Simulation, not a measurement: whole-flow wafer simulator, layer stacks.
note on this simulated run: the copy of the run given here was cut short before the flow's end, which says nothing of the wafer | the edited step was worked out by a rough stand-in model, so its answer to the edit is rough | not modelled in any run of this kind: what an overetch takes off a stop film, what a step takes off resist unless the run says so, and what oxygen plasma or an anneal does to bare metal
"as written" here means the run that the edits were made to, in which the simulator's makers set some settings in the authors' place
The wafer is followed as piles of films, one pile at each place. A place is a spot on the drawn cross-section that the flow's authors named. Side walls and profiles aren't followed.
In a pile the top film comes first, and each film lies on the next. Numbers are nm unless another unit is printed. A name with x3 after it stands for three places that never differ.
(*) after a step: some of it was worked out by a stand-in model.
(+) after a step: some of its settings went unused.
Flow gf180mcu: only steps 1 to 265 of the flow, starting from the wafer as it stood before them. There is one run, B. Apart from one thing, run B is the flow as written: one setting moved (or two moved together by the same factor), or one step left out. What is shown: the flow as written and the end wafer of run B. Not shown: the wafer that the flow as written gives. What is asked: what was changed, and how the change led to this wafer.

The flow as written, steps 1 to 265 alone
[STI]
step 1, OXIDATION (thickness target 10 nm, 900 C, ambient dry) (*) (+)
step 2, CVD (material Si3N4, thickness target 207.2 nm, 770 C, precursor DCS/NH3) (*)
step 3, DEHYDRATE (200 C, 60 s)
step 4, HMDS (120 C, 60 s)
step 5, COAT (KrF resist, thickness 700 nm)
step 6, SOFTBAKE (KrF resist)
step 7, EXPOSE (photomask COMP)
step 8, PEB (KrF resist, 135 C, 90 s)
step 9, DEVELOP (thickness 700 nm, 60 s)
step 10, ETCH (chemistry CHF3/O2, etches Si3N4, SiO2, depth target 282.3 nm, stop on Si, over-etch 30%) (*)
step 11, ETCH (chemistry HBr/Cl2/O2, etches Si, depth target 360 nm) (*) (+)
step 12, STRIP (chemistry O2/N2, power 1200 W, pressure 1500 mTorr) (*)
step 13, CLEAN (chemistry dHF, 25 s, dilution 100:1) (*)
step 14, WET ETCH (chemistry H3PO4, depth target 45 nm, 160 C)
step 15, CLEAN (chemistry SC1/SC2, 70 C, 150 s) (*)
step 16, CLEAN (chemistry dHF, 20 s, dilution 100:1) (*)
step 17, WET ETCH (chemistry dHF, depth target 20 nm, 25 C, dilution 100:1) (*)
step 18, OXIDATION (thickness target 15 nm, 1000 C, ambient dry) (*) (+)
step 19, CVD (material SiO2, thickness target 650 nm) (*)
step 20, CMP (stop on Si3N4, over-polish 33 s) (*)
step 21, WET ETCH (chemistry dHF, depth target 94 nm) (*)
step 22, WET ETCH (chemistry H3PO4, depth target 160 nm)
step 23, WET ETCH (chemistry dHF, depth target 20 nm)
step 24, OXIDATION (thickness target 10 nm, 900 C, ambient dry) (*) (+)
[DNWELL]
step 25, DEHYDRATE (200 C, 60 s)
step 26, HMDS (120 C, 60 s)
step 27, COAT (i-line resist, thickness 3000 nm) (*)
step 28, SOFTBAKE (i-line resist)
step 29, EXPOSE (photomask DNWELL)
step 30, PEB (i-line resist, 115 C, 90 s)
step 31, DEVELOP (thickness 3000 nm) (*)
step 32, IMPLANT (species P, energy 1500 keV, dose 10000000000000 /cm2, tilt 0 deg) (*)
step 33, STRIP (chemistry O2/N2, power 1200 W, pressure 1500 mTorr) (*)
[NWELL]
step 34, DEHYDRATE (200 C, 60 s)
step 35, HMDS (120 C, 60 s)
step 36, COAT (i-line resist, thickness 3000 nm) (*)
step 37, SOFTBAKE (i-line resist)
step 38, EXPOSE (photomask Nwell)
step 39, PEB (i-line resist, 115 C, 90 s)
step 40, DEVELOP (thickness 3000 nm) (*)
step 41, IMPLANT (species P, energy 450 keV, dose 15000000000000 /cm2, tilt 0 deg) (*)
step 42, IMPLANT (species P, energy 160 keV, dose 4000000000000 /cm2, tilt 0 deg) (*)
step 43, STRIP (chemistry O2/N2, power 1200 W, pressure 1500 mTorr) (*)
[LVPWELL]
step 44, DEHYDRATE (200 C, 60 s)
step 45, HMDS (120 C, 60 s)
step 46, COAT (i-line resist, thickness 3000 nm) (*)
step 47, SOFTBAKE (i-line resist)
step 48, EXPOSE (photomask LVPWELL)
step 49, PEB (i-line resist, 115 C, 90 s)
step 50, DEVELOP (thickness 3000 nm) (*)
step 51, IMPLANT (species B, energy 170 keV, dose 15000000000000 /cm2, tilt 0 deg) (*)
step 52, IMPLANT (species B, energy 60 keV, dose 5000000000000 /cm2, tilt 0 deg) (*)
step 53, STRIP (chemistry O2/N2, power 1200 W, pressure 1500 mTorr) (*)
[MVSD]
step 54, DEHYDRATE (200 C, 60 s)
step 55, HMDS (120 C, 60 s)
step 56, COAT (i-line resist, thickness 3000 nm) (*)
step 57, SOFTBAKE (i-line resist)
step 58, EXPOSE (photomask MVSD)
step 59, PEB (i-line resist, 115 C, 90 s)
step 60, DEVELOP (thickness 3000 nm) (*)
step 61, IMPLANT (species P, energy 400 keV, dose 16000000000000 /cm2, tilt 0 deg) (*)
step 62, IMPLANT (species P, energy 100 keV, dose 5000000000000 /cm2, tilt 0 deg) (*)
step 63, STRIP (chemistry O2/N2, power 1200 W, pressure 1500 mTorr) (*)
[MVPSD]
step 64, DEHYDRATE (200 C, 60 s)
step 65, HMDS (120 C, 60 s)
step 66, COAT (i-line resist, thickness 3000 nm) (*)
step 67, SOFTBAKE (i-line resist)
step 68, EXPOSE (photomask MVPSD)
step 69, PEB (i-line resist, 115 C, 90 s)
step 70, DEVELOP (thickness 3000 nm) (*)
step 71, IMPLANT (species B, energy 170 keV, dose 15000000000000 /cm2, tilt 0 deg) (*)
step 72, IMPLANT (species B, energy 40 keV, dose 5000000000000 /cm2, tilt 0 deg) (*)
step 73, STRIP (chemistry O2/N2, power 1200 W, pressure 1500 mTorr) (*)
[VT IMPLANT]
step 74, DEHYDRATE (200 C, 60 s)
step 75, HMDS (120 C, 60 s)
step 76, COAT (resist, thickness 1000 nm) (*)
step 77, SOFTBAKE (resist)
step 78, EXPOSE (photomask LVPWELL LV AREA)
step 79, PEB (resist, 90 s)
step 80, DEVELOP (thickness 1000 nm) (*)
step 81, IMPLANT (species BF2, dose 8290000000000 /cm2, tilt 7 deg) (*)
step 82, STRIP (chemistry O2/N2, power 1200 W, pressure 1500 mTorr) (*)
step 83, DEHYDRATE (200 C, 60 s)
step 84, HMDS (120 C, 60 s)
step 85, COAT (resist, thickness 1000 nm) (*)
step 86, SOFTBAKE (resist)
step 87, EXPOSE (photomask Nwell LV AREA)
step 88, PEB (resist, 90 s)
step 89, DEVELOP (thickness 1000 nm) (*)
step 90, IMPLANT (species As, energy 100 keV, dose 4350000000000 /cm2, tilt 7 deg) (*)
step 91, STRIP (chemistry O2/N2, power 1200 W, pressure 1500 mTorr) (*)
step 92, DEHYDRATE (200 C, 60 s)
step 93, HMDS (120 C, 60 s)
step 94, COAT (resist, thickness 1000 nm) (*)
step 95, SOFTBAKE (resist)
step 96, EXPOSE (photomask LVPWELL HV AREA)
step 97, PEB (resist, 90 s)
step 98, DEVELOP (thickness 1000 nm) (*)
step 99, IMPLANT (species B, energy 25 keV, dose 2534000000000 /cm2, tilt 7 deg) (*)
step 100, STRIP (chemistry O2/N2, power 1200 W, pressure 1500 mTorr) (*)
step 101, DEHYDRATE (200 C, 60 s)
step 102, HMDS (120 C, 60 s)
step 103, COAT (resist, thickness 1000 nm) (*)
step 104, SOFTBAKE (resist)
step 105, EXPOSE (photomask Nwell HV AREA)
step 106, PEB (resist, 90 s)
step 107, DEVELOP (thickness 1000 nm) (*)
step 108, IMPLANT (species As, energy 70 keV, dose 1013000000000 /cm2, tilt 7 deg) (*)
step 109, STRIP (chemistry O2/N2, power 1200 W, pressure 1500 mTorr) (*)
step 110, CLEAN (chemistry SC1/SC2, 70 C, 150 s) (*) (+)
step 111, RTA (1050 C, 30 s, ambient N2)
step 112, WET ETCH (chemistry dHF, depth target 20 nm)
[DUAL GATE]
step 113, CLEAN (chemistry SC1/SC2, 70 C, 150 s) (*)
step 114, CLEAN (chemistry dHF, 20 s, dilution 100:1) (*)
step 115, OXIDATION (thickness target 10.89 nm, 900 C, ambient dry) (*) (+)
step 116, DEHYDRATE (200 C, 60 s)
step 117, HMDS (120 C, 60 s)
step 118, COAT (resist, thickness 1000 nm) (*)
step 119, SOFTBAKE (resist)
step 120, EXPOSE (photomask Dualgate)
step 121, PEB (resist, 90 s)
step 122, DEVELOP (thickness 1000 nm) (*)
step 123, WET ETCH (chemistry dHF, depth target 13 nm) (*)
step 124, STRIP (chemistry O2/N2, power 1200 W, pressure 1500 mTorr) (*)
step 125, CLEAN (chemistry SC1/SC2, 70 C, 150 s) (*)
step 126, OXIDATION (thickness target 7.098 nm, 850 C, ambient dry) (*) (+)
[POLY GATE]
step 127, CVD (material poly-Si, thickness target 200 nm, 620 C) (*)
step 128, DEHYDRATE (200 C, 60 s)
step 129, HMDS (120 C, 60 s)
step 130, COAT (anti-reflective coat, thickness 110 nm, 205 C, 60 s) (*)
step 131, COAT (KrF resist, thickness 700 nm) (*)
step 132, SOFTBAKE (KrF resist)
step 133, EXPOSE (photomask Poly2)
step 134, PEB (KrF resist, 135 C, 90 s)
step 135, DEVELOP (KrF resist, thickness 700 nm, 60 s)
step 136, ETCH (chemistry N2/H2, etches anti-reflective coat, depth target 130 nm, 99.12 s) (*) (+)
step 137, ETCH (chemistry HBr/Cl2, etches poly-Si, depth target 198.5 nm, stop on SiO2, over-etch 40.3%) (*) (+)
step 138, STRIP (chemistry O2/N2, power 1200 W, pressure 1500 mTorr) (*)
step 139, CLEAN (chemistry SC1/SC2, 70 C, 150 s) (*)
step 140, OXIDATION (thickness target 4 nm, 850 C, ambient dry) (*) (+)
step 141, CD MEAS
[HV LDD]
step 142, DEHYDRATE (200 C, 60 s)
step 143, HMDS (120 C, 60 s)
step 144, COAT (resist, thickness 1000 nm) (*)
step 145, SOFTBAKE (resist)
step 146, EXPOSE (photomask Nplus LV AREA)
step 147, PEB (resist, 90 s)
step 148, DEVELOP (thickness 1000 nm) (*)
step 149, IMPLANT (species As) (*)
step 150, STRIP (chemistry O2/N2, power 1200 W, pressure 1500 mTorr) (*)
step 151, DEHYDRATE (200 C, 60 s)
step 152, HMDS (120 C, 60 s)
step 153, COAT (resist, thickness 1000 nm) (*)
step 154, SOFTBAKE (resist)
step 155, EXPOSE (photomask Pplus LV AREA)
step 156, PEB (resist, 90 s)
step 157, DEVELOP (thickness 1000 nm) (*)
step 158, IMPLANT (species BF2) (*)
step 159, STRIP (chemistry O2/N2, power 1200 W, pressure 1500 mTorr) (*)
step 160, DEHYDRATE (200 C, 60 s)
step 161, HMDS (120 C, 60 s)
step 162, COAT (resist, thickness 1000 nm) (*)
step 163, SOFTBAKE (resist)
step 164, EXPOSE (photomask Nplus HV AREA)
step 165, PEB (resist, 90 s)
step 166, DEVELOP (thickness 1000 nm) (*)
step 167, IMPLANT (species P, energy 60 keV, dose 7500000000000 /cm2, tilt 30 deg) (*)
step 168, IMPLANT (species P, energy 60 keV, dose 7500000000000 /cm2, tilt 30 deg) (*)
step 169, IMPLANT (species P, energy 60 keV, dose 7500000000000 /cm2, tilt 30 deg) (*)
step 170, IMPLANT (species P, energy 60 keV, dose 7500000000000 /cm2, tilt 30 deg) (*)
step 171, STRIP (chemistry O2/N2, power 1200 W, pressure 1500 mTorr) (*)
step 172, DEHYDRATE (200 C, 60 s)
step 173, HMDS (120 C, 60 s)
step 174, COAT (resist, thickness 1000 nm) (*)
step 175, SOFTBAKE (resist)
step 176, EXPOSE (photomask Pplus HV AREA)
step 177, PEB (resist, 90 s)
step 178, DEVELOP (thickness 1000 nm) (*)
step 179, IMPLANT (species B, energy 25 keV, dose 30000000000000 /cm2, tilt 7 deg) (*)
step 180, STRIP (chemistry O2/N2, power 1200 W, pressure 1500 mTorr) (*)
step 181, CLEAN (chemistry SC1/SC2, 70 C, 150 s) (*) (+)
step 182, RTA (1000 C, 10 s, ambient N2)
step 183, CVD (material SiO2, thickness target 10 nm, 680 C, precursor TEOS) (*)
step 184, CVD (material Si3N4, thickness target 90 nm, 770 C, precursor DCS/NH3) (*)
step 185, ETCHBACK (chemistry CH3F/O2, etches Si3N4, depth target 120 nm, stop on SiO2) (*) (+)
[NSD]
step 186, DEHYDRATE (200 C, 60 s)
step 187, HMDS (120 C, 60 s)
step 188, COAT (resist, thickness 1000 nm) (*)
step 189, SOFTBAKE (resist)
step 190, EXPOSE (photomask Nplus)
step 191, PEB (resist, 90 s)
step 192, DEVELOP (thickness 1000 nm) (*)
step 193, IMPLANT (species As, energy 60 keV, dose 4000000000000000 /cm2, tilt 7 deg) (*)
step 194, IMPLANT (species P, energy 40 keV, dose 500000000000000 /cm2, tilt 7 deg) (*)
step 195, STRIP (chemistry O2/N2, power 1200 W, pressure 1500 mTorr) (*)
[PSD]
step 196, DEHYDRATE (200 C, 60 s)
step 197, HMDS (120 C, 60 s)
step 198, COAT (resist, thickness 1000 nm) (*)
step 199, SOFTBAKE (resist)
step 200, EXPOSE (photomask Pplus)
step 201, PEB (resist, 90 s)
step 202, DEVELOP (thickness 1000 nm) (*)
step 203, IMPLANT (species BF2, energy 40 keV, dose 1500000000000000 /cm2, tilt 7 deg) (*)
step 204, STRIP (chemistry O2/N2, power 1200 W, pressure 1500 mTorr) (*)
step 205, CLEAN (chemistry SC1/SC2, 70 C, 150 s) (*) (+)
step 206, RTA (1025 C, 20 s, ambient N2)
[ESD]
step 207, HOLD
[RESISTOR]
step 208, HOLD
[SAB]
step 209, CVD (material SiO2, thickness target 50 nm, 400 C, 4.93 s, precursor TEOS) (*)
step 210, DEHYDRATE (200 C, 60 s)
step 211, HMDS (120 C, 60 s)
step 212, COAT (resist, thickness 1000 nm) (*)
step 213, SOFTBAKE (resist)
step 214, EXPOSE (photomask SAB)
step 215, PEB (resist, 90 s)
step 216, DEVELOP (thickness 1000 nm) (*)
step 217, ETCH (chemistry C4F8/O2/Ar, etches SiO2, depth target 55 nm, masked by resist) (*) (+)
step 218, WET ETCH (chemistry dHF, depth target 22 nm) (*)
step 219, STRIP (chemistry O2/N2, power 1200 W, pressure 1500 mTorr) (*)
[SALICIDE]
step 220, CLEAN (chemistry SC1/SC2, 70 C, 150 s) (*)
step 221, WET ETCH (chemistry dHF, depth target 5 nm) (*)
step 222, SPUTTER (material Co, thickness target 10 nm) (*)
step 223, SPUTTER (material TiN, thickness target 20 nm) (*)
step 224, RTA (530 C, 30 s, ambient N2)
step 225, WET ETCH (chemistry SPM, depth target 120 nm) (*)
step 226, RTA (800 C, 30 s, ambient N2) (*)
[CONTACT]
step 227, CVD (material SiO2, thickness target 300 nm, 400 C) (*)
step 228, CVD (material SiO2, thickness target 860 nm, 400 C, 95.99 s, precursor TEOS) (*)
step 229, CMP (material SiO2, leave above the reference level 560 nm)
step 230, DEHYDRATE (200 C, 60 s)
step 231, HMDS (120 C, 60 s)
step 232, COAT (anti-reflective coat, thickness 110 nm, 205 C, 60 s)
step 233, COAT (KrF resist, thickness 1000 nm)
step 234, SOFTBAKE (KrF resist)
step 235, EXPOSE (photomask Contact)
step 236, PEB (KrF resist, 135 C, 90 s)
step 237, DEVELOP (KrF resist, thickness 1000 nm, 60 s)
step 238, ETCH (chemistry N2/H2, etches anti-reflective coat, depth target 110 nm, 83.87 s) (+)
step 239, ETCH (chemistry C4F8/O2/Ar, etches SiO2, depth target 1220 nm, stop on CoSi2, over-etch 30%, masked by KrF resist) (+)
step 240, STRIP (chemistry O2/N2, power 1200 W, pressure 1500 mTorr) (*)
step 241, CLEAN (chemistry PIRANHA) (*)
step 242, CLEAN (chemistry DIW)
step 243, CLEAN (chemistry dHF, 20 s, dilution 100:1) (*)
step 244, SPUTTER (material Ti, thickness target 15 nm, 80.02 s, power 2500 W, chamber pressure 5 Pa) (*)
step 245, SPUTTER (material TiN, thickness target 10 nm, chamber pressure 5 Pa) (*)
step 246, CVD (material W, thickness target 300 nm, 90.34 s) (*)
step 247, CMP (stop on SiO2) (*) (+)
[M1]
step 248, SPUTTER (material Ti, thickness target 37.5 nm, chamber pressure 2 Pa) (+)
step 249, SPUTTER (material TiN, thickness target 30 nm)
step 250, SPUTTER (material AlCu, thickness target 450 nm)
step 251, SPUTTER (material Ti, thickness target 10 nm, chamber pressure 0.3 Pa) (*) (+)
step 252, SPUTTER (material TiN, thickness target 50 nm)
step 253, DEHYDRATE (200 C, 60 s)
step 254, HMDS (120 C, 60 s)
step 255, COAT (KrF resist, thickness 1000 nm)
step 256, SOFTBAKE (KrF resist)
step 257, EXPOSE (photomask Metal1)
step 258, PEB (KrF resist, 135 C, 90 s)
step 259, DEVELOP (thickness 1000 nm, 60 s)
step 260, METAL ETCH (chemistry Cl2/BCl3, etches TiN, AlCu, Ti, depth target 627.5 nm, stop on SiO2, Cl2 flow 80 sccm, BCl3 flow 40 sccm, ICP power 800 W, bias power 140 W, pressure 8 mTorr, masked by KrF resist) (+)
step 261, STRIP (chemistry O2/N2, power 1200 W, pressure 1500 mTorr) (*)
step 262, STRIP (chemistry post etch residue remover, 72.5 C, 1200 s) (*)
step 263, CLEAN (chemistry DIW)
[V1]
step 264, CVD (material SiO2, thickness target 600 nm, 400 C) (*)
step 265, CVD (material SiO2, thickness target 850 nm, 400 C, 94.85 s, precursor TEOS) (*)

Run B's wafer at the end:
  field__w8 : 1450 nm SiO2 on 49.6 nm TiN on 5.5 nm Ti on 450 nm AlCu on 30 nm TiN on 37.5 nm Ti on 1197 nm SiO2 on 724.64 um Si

Cause: step 251, SPUTTER: thickness target 5.5 nm was run, while the flow as written has thickness target 10 nm.
The wafer lets one read it off: field__w8 has Ti 5.5, and step 251 as written asks for 10 nm.

How this came from the change, step by step:
  step 251, SPUTTER (material Ti, thickness target 10 nm, chamber pressure 0.3 Pa) (*) (+)
      field, field__w1, field__w2 and 108 more: +5.5 Ti (new film) (in the flow as written it would be: +10 Ti (new film))
  step 260, METAL ETCH (chemistry Cl2/BCl3, etches TiN, AlCu, Ti, depth target 627.5 nm, stop on SiO2, Cl2 flow 80 sccm, BCl3 flow 40 sccm, ICP power 800 W, bias power 140 W, pressure 8 mTorr, masked by KrF resist) (+)
      field, field__w1, field__w2 and 99 more: -50 TiN (all of it), -5.5 Ti (all of it), -450 AlCu (all of it), -30 TiN (all of it), -37.5 Ti (all of it) (in the flow as written it would be: -50 TiN (all of it), -10 Ti (all of it), -450 AlCu (all of it), -30 TiN (all of it), -37.5 Ti (all of it))
